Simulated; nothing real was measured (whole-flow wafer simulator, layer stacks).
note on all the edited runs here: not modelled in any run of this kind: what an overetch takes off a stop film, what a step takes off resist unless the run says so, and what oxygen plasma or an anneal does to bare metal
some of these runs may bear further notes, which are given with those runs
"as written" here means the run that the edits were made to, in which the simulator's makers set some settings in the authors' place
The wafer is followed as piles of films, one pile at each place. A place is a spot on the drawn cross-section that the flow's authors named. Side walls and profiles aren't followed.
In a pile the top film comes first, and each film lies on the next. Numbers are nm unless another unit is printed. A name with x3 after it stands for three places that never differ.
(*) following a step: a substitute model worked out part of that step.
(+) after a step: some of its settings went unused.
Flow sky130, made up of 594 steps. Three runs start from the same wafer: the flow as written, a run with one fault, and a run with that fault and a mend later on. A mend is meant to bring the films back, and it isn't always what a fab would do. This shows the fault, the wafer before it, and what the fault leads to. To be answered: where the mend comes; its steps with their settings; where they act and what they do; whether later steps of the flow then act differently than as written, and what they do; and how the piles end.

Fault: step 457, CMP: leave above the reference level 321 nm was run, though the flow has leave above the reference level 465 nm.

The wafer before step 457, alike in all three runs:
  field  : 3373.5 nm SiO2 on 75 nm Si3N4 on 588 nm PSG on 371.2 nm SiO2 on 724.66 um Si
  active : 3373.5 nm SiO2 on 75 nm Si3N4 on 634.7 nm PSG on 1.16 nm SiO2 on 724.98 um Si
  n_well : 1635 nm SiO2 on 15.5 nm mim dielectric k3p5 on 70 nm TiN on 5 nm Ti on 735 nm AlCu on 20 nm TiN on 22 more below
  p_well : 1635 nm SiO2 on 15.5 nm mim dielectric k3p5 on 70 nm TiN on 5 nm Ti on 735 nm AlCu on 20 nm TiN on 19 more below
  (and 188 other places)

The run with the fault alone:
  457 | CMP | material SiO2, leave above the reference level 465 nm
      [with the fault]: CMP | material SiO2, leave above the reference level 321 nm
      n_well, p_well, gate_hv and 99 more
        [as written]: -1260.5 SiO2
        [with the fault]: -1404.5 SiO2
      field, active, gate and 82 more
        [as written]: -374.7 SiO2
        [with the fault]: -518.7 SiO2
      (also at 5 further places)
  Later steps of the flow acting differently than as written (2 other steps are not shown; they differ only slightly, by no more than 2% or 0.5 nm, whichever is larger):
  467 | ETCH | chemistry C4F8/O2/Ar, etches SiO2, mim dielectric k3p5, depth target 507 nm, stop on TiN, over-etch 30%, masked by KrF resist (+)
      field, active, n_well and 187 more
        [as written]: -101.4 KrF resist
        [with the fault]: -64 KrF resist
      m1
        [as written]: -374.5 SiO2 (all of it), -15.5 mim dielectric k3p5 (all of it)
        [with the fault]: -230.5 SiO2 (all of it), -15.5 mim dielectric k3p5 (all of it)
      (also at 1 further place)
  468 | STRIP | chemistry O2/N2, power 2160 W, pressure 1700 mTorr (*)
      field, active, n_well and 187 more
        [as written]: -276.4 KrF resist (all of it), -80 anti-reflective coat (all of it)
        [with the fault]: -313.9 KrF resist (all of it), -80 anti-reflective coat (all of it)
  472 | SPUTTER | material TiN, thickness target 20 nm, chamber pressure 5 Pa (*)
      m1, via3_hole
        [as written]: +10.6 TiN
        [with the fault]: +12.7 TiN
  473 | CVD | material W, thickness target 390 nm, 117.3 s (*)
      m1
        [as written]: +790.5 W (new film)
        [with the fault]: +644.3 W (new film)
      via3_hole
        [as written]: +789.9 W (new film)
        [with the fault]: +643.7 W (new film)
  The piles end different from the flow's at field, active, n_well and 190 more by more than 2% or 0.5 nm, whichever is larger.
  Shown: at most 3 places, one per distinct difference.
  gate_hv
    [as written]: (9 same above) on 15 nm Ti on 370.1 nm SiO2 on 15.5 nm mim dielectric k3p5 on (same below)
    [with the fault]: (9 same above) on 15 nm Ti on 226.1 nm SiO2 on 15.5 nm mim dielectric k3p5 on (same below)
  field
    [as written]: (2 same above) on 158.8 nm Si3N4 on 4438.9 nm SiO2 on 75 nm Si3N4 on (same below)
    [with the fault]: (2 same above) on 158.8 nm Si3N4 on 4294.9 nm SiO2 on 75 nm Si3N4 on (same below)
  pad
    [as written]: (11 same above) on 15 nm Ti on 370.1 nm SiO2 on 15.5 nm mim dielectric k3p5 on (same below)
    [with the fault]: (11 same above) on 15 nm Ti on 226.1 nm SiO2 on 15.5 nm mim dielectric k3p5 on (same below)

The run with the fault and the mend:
  The mend follows step 457.
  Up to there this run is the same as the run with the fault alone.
  457a | HDPCVD | thickness target 144 nm (*) (a further turn of the flow's step 456, with different settings)
      field, active, n_well and 189 more
        +144 SiO2
  None of the later steps of the flow differs from how it acts as written, at any place that is followed, by more than 2% or 0.5 nm, whichever is larger.
  By the end, the piles equal the flow's at every place that both follow.
